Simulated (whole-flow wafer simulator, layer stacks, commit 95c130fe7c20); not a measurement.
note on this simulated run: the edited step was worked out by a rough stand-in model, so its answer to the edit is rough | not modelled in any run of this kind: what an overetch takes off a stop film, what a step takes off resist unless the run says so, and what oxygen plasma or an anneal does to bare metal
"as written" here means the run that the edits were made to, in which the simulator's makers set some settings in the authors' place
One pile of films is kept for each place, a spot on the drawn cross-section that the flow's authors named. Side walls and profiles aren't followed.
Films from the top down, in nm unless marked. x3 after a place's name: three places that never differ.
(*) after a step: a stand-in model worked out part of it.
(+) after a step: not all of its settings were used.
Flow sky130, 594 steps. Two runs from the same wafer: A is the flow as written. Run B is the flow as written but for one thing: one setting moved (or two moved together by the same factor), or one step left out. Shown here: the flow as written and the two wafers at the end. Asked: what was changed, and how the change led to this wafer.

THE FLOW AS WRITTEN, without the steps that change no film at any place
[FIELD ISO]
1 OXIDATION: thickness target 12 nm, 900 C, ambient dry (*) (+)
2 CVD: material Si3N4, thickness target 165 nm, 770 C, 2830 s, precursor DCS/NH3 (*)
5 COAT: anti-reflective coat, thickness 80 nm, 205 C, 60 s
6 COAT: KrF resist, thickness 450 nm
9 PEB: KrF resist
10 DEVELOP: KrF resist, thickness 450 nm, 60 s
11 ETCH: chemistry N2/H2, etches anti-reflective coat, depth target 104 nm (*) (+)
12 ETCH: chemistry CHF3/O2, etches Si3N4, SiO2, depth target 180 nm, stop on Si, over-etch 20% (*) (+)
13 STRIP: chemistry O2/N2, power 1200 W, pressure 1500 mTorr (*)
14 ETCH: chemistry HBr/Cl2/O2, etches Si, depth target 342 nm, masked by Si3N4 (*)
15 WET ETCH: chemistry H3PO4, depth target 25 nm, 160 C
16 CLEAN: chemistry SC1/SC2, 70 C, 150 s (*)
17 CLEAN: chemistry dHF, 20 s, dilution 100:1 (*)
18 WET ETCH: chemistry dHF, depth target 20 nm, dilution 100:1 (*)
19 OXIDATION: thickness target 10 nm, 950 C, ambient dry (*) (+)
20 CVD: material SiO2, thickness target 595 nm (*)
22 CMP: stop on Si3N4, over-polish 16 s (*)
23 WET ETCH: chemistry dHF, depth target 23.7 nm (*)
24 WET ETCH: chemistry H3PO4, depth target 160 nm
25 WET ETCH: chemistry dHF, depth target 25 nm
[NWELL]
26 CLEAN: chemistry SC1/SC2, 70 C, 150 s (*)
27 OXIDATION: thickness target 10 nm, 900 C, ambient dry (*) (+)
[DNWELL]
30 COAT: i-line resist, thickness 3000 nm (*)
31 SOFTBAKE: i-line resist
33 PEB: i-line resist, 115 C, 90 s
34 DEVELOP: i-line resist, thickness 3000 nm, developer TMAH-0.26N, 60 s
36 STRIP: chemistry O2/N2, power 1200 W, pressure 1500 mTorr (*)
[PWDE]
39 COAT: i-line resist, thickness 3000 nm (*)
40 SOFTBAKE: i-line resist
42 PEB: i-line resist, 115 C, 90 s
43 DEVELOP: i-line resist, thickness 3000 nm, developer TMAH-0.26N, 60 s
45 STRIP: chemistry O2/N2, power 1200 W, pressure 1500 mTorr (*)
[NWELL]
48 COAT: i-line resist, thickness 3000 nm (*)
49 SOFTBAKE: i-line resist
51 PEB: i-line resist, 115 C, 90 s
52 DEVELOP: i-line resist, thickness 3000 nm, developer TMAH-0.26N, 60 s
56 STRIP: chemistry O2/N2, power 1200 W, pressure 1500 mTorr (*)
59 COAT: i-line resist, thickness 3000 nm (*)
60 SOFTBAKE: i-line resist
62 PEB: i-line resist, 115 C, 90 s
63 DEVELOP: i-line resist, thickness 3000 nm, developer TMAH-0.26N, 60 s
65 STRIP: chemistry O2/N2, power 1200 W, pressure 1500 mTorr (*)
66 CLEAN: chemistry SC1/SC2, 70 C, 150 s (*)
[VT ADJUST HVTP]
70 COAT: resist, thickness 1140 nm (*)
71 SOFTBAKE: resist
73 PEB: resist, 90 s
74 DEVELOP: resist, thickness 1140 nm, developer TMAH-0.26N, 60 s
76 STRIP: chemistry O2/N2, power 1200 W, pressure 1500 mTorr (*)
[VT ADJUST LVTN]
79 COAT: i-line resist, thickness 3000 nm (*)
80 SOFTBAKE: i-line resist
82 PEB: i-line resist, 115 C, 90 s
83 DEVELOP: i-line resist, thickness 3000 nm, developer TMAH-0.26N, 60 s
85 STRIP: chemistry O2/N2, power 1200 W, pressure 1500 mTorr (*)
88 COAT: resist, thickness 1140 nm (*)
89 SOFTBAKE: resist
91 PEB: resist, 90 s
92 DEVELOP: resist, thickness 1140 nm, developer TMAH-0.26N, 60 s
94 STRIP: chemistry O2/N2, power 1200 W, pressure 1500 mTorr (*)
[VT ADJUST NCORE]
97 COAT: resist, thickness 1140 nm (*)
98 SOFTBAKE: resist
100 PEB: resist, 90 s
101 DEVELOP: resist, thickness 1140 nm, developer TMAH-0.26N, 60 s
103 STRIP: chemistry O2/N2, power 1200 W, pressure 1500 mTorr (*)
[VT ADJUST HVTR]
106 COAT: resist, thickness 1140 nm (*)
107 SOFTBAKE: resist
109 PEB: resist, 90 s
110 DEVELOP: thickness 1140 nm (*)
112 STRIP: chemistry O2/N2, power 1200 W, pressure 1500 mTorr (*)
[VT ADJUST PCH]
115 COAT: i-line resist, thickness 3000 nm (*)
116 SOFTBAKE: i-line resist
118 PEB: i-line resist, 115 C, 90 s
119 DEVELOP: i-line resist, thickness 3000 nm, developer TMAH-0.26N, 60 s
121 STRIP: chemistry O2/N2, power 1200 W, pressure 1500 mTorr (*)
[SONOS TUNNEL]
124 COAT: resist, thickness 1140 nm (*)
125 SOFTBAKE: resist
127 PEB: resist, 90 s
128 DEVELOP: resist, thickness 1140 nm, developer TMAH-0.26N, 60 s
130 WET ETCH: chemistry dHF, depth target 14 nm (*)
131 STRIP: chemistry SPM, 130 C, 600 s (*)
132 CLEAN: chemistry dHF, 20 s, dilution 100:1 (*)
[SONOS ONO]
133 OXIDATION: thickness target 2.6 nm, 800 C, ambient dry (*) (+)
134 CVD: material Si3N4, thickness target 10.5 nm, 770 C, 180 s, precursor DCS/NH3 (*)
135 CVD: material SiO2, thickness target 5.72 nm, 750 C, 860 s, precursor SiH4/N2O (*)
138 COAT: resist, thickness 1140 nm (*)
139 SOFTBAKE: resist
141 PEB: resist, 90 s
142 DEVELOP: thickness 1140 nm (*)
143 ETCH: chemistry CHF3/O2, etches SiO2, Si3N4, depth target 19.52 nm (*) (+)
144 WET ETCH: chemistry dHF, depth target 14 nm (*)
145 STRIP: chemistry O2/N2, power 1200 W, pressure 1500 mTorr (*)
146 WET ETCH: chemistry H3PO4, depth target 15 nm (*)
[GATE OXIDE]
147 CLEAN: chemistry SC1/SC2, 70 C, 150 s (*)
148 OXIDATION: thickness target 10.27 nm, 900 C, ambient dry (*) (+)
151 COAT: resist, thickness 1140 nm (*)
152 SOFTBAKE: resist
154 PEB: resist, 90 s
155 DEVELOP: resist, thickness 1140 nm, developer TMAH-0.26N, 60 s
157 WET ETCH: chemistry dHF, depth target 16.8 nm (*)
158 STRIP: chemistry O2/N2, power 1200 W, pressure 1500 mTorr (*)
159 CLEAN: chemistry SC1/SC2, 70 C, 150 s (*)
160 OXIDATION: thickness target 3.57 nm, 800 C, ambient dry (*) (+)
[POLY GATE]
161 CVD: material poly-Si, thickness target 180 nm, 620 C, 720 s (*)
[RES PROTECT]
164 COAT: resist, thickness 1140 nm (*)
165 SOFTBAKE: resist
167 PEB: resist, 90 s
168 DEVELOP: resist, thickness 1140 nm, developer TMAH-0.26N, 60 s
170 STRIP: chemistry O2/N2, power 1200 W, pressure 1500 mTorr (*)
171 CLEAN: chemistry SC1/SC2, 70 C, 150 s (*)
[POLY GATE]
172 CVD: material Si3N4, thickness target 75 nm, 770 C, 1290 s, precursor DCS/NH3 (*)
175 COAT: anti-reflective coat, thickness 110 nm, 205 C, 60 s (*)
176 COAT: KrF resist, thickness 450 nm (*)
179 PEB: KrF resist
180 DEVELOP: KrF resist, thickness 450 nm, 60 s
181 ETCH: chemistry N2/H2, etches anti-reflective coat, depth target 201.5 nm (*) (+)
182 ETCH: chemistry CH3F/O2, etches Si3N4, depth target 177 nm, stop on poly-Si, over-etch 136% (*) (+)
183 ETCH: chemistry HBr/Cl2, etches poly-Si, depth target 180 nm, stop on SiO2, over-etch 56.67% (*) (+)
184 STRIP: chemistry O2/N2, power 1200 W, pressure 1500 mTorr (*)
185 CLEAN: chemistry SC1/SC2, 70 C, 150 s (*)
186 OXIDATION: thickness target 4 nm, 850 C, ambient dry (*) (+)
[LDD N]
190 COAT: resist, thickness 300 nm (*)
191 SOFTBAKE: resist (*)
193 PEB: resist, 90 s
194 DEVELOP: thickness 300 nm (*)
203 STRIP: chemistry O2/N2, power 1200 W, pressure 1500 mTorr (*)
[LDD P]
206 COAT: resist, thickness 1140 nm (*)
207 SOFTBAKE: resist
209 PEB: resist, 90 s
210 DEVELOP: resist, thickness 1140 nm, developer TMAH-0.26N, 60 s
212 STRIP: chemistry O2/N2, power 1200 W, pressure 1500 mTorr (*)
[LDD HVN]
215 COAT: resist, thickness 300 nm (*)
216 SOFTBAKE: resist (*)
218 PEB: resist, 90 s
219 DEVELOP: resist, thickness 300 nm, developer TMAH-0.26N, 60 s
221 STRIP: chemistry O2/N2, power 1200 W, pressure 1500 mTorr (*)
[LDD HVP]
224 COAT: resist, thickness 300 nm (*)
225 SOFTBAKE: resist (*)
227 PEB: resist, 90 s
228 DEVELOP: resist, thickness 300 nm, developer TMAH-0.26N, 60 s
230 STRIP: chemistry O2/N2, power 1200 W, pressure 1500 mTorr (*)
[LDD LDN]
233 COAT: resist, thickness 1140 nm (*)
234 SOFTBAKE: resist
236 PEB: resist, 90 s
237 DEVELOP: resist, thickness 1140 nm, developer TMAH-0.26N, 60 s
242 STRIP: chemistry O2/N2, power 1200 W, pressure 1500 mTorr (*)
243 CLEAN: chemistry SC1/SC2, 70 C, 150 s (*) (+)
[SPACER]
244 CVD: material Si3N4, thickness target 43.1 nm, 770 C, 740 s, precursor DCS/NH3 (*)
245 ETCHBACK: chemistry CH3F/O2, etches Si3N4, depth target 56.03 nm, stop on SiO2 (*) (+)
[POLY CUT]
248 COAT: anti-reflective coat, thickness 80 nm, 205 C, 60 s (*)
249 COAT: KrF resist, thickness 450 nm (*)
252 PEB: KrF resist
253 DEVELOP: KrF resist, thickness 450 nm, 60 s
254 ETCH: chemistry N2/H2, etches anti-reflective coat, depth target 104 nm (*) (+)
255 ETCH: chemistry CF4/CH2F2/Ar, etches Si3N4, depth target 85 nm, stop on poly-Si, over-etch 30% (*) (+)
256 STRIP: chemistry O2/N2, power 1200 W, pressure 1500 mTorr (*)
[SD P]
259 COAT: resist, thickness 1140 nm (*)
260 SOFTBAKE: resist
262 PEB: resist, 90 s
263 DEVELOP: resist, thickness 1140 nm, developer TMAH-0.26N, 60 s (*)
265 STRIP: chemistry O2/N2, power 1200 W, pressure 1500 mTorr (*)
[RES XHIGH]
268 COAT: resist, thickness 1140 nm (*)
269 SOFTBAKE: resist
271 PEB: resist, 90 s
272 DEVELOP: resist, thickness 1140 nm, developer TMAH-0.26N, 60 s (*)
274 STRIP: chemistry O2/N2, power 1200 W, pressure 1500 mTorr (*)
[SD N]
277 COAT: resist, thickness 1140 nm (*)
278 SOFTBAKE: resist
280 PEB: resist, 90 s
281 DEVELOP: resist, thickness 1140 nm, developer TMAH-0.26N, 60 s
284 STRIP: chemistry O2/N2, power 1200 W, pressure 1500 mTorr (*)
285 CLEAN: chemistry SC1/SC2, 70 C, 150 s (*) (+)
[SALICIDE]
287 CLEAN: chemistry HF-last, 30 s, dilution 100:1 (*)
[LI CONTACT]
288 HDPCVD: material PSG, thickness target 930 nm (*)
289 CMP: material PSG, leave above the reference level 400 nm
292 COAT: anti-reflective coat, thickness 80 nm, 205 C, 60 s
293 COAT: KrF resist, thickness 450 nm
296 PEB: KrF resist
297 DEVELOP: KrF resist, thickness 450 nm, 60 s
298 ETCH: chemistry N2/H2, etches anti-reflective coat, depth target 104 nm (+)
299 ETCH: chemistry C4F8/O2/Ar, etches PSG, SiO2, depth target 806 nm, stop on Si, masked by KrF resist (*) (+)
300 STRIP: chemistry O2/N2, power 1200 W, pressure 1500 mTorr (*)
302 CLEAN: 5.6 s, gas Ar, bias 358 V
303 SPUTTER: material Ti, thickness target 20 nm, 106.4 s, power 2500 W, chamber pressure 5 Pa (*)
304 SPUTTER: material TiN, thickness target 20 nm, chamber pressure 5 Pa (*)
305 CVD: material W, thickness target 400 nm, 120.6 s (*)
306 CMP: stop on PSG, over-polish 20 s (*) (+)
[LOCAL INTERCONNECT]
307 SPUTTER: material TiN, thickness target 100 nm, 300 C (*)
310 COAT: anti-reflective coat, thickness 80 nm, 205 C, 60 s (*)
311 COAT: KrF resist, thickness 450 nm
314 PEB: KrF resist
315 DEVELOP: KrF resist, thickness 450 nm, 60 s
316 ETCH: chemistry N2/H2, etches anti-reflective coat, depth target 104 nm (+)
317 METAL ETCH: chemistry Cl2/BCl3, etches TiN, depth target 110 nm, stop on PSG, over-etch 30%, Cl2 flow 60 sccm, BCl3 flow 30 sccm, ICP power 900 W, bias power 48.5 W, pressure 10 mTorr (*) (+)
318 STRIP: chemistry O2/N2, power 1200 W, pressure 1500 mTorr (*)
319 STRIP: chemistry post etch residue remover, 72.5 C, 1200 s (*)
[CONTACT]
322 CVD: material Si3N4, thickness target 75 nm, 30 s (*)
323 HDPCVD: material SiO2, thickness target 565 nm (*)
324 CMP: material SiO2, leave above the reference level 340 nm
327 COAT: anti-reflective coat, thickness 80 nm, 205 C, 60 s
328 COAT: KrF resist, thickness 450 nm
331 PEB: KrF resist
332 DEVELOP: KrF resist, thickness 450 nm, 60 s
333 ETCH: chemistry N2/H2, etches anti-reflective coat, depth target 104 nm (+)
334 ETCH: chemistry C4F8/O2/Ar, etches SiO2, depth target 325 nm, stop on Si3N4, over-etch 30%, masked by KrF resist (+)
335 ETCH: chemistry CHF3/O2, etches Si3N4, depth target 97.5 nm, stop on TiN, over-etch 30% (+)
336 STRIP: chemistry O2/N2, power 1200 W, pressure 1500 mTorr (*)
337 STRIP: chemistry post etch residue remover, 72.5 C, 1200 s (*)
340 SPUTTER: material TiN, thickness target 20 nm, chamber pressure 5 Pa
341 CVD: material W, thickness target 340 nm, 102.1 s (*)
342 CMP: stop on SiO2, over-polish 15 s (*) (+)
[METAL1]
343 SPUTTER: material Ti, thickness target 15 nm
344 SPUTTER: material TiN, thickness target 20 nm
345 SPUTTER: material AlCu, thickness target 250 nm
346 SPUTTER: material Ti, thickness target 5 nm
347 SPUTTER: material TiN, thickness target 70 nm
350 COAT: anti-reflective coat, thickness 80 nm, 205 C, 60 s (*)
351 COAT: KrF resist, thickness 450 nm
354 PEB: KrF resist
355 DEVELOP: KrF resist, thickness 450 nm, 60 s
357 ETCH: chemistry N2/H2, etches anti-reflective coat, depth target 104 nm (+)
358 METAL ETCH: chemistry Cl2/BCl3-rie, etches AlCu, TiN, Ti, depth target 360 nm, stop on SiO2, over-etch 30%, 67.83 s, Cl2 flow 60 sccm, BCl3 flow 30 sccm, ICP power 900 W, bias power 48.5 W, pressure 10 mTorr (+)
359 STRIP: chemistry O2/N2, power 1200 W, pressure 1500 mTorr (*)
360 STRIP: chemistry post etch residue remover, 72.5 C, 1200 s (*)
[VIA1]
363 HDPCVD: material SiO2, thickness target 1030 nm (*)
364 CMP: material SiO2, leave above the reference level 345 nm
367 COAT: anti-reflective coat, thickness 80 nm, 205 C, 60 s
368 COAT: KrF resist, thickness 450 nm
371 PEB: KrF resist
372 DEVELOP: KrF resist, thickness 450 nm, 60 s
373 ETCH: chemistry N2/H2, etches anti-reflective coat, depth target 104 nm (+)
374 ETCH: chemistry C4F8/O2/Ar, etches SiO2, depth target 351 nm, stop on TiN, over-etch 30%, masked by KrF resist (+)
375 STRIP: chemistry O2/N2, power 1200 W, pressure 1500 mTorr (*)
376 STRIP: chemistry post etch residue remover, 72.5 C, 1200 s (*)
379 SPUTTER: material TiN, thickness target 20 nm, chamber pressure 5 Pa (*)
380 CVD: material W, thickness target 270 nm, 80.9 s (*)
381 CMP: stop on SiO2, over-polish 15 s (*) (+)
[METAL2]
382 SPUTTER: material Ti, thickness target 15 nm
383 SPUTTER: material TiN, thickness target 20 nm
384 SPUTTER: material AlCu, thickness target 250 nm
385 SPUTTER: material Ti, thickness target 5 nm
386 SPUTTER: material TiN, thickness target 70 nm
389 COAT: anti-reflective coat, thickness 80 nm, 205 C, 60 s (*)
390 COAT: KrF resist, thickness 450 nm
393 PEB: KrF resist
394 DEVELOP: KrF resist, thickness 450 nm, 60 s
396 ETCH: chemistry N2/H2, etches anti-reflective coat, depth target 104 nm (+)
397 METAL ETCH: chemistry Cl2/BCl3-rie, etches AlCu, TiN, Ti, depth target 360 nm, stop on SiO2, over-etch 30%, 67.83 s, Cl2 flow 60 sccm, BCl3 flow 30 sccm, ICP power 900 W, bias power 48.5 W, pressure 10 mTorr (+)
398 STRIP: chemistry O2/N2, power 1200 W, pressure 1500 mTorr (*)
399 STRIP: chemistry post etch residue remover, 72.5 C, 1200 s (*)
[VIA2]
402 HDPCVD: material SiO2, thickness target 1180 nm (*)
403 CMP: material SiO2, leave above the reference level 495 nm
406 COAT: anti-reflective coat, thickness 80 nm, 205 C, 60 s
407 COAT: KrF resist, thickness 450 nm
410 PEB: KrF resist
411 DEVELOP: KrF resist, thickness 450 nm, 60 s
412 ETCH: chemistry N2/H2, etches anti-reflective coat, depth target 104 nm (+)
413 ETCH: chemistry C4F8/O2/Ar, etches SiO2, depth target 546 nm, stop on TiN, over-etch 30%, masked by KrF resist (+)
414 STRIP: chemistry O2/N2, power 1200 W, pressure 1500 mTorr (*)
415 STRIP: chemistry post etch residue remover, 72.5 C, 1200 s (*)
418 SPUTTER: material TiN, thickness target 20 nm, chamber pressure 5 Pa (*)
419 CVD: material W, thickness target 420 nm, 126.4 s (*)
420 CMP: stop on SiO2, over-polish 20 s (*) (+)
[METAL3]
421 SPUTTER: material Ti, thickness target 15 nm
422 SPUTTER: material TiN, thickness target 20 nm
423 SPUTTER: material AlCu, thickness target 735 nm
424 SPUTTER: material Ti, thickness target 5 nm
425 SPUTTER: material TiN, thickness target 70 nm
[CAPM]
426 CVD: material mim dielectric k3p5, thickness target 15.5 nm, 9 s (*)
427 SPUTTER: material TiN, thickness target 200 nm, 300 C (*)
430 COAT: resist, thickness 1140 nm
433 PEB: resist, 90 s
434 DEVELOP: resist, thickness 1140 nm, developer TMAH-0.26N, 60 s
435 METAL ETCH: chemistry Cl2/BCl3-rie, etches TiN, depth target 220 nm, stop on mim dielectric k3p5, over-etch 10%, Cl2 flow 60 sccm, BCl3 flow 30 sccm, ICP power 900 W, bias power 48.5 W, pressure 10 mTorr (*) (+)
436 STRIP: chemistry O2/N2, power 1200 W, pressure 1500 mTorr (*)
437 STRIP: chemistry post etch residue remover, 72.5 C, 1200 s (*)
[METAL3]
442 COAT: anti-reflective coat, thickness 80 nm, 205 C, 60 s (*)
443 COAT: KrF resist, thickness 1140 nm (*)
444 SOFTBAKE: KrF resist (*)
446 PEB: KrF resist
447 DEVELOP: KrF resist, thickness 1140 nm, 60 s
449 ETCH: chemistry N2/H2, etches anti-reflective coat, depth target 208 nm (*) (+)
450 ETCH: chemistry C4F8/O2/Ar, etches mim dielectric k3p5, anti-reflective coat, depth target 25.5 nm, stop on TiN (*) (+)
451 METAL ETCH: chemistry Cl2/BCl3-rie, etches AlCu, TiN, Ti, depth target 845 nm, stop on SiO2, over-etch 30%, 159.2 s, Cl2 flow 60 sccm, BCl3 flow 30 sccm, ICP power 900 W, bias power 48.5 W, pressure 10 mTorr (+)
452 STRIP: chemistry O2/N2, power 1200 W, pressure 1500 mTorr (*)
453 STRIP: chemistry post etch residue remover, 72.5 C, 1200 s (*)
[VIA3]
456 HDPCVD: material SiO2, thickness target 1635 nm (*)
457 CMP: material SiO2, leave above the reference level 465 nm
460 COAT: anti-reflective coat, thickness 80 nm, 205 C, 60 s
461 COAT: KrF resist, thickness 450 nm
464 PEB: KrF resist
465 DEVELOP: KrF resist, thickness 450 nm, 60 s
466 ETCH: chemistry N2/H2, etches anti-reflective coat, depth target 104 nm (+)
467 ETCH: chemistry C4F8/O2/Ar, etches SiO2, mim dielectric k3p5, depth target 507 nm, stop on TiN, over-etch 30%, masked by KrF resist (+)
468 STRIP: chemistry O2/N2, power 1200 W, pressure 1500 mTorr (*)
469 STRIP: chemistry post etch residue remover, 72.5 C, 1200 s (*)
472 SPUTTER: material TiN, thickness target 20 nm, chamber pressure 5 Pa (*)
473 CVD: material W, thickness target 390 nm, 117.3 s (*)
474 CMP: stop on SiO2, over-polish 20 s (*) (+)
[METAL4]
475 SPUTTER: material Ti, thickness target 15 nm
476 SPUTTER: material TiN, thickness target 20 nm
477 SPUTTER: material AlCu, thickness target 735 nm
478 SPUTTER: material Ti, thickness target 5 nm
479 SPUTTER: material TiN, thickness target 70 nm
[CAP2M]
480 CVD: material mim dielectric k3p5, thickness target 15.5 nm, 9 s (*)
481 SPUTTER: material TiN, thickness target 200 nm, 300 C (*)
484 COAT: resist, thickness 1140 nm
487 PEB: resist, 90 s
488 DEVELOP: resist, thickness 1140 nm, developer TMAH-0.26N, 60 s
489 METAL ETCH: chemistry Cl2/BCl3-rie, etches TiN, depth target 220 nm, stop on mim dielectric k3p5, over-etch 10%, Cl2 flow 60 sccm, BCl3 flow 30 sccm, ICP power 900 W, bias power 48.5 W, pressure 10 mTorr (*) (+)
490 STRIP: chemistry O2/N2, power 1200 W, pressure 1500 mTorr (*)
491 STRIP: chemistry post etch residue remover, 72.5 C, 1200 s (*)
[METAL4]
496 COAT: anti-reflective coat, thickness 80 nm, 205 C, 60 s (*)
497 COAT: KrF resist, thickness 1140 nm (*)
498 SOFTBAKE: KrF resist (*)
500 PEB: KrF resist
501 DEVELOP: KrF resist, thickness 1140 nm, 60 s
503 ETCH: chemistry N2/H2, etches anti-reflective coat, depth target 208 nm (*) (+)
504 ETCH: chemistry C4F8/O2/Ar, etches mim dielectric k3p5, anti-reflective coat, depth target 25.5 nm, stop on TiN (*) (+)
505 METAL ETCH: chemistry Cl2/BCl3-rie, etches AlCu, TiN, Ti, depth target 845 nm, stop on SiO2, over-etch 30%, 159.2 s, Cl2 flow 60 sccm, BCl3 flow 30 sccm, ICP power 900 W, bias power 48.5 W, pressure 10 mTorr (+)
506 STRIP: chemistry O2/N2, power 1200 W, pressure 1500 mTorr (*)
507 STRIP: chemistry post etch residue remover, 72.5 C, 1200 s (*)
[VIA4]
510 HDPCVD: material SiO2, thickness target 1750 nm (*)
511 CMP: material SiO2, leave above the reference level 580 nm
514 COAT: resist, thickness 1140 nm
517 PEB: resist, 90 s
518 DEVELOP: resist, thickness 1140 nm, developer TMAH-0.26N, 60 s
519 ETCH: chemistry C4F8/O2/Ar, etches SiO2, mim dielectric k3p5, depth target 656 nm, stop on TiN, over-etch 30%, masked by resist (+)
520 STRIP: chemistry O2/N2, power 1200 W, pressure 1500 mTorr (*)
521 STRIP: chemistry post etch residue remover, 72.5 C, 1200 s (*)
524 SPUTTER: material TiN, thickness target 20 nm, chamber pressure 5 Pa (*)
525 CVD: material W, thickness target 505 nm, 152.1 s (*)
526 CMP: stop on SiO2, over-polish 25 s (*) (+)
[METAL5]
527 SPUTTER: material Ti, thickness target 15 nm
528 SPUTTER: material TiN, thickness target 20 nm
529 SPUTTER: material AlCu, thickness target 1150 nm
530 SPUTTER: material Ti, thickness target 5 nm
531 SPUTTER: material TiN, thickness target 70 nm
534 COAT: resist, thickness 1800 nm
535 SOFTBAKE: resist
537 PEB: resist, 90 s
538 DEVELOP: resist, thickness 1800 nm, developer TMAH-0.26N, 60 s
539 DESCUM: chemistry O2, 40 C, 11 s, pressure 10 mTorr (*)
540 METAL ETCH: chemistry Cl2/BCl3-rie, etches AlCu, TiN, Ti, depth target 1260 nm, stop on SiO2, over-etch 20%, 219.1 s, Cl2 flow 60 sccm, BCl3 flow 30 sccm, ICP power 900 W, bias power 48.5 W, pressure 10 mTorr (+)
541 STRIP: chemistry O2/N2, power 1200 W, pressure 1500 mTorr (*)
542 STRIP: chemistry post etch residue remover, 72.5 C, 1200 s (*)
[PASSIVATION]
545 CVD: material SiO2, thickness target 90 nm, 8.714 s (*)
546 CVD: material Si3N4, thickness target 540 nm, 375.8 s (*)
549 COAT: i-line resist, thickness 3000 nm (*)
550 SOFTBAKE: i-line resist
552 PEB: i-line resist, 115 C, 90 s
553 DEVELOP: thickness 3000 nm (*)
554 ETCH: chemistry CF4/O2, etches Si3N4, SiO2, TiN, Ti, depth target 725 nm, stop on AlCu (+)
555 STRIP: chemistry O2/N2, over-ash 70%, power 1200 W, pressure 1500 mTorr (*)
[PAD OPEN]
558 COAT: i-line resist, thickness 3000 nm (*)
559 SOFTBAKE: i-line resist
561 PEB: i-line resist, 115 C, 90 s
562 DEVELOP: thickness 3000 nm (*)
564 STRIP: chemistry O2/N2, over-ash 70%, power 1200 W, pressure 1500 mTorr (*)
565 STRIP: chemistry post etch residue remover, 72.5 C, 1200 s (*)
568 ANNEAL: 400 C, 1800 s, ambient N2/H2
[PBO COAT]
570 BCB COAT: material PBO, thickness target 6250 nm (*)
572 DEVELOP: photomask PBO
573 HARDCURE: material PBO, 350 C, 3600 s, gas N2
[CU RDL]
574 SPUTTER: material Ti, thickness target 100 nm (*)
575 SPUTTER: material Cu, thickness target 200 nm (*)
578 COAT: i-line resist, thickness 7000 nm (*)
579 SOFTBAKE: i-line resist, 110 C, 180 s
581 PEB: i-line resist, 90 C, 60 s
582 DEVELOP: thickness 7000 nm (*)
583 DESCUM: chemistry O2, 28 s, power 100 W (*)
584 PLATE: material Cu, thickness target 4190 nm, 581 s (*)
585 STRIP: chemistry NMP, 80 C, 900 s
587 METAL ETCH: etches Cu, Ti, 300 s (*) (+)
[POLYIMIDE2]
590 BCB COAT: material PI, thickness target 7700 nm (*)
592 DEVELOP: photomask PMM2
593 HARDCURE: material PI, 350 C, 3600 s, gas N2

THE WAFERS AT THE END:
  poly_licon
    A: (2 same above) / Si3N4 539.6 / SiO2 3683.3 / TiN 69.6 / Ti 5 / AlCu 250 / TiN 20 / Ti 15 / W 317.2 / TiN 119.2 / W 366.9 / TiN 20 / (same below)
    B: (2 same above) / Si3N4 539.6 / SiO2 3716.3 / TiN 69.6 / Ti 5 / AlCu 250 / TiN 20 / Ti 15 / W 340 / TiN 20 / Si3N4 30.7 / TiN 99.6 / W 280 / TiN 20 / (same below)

The cause: step 305, CVD: thickness target 280 nm was run, where the flow has thickness target 400 nm.

How the change led to this, step by step:
  305 CVD: material W, thickness target 400 nm, 120.6 s (*)
      field, active, n_well and 185 more: A W +400 (new film) | B W +280 (new film)
      ndiff_licon: A W +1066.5 (new film) | B W +946.5 (new film)
      (and at 2 more places)
  306 CMP: stop on PSG, over-polish 20 s (*) (+)
      poly_licon: A W -33.1 | B nothing
      field, active, n_well and 184 more: A W -400 (all of it), TiN -20 (all of it), Ti -20 (all of it), PSG -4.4 | B W -280 (all of it), TiN -20 (all of it), Ti -20 (all of it), PSG -4.4
      (and at 3 more places)
  310 COAT: anti-reflective coat, thickness 80 nm, 205 C, 60 s (*)
      poly_licon: A anti-reflective coat +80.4 (new film) | B anti-reflective coat +167.3 (new film)
  318 STRIP: chemistry O2/N2, power 1200 W, pressure 1500 mTorr (*)
      poly_licon: A KrF resist -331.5 (all of it), anti-reflective coat -80.4 (all of it) | B KrF resist -331.5 (all of it), anti-reflective coat -167.3 (all of it)
  324 CMP: material SiO2, leave above the reference level 340 nm
      poly_licon: A SiO2 -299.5 | B SiO2 -212.6
  334 ETCH: chemistry C4F8/O2/Ar, etches SiO2, depth target 325 nm, stop on Si3N4, over-etch 30%, masked by KrF resist (+)
      poly_licon: A SiO2 -264.9 (all of it) | B SiO2 -325
  335 ETCH: chemistry CHF3/O2, etches Si3N4, depth target 97.5 nm, stop on TiN, over-etch 30% (+)
      poly_licon: A Si3N4 -75 (all of it) | B SiO2 -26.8 (all of it), Si3N4 -44
  340 SPUTTER: material TiN, thickness target 20 nm, chamber pressure 5 Pa
      poly_licon: A TiN +20 | B TiN +20 (new film)
  342 CMP: stop on SiO2, over-polish 15 s (*) (+)
      poly_licon: A W -22.8 | B nothing
  350 COAT: anti-reflective coat, thickness 80 nm, 205 C, 60 s (*)
      poly_licon: A anti-reflective coat +80.4 (new film) | B anti-reflective coat +113.4 (new film)
  359 STRIP: chemistry O2/N2, power 1200 W, pressure 1500 mTorr (*)
      poly_licon: A KrF resist -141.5 (all of it), anti-reflective coat -80.4 (all of it) | B KrF resist -141.5 (all of it), anti-reflective coat -113.4 (all of it)
  364 CMP: material SiO2, leave above the reference level 345 nm
      poly_licon: A SiO2 -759 | B SiO2 -726.1
Counting metal films that touch as one body, poly_licon has 3 bodies (between them, from the top down: Si3N4 30.7; void 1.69); the flow as written gives 2 bodies (between them, from the top down: void 1.69).
